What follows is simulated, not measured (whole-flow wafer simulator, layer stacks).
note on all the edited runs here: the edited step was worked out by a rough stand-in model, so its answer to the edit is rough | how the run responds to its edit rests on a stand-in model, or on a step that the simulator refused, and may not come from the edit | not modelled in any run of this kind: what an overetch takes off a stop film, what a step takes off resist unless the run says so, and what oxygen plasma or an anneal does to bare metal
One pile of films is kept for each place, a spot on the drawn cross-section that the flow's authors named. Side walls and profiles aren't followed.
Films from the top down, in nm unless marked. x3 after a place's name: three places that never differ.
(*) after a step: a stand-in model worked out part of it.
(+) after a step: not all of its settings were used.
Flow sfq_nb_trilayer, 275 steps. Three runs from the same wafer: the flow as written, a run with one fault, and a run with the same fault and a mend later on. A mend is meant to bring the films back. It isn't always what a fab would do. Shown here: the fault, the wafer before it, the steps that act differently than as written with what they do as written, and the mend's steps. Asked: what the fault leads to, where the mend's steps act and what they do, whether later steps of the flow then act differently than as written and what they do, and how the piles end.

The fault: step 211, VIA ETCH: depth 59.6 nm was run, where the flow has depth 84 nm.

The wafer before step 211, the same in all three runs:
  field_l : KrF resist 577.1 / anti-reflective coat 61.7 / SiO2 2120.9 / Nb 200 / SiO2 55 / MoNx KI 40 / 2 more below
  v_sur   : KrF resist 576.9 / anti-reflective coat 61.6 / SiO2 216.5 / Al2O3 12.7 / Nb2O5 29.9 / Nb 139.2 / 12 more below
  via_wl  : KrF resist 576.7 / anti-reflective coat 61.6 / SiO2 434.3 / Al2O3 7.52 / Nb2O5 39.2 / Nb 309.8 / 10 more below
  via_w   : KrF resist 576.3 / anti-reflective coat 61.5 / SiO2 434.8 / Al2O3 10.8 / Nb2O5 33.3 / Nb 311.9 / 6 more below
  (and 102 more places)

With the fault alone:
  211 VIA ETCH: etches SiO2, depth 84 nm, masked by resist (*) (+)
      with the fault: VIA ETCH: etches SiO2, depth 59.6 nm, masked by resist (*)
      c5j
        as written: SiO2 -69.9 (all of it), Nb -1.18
        with the fault: SiO2 -59.6
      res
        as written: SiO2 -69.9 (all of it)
        with the fault: SiO2 -59.6
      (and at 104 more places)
  Later steps of the flow that act differently than as written (5 more steps differ only slightly, by at most 2% or 0.5 nm, whichever is larger, and aren't shown):
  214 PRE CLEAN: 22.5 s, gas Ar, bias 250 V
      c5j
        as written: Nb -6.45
        with the fault: SiO2 -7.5
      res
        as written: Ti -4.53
        with the fault: SiO2 -7.5
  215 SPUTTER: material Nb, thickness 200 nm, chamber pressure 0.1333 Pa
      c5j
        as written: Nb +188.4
        with the fault: Nb +191.9 (new film)
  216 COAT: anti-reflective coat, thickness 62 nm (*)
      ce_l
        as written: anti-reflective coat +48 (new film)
        with the fault: anti-reflective coat +50.8 (new film)
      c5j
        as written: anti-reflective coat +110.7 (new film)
        with the fault: anti-reflective coat +103.4 (new film)
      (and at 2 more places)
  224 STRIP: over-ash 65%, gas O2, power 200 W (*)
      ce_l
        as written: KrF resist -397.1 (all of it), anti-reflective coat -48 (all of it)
        with the fault: KrF resist -395.4 (all of it), anti-reflective coat -50.8 (all of it)
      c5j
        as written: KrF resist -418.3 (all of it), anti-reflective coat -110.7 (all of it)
        with the fault: KrF resist -413 (all of it), anti-reflective coat -103.4 (all of it)
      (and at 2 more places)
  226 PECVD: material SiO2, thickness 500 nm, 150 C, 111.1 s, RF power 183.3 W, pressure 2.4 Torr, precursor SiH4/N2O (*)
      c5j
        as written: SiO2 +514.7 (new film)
        with the fault: SiO2 +500.8 (new film)
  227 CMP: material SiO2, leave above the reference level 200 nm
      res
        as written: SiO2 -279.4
        with the fault: SiO2 -288.1
  At the end the piles differ from the flow's by more than 2% or 0.5 nm, whichever is larger, at c5j, res.
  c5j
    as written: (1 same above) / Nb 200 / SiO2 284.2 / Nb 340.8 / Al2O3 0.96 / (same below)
    with the fault: (1 same above) / Nb 200 / SiO2 270.3 / Nb 191.9 / SiO2 2.79 / Nb 160 / Al2O3 0.96 / (same below)
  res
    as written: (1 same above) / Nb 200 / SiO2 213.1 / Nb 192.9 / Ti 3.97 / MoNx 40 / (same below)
    with the fault: (1 same above) / Nb 200 / SiO2 204.4 / Nb 194.3 / SiO2 2.76 / Ti 8.5 / MoNx 40 / (same below)

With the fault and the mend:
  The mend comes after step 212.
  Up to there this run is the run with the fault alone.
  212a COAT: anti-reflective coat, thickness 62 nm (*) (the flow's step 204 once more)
      ln_m5, p4_fl x3, p4_w1 x9 and 52 more
        anti-reflective coat +62 (new film)
      field_r, lsp_m, ln_m6 and 7 more
        anti-reflective coat +61.9 (new film)
      v_sur, via_wl
        anti-reflective coat +61.5 (new film)
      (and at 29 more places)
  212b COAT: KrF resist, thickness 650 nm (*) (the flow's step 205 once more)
      l0_sur, l0v, p4_fl x3 and 44 more
        KrF resist +650 (new film)
      wl_b_m5, wl_b_sr, wl_c_sl and 12 more
        KrF resist +649.9 (new film)
      ln_m6, wl_j_sl, wl_j_sr
        KrF resist +650.2 (new film)
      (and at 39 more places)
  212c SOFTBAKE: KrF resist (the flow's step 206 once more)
      changes no film at any place that is followed
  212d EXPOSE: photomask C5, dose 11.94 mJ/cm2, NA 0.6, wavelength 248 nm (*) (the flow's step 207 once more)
      changes no film at any place that is followed
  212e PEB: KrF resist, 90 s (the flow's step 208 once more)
      field_l, sp_r, res and 80 more
        KrF resist -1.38
      v_sur, via_wl, via_w, via_wr, via_sp, be_sur, jj_sur
        KrF resist -1.37
      r5r_line_l, r5r_line_c, r5r_line_r
        KrF resist -1.34
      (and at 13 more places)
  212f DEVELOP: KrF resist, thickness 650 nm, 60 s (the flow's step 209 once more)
      field_l, v_sur, via_wl and 101 more
        KrF resist -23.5
      c5j
        KrF resist -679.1 (all of it)
      res
        KrF resist -647.9 (all of it)
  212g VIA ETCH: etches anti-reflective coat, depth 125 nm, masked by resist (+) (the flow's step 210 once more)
      field_l, v_sur, via_wl and 101 more
        KrF resist -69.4
      c5j
        anti-reflective coat -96 (all of it), SiO2 -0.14
      res
        anti-reflective coat -84.9 (all of it), SiO2 -0.2
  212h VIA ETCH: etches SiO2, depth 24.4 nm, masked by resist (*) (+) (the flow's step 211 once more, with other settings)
      field_l, v_sur, via_wl and 101 more
        KrF resist -2.6
      c5j
        SiO2 -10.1 (all of it), Nb -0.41
      res
        SiO2 -10.1 (all of it)
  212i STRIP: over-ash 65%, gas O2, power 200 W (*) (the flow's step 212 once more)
      p4_fl x3, p4_w1 x9, p4_g1 x2 and 33 more
        KrF resist -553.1 (all of it), anti-reflective coat -62 (all of it)
      wl_b_sl, wl_b_m5, wl_b_sr and 9 more
        KrF resist -552.9 (all of it), anti-reflective coat -62 (all of it)
      wl_d_sl, wl_d_m1, wl_d_sr, wl_e_sl, wl_e_m5
        KrF resist -553 (all of it), anti-reflective coat -62 (all of it)
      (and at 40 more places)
  No later step of the flow acts differently than as written, at any place that is followed, by more than 2% or 0.5 nm, whichever is larger.
  At the end the piles differ from the flow's only slightly at the places that both follow, by at most 2% or 0.5 nm, whichever is larger.
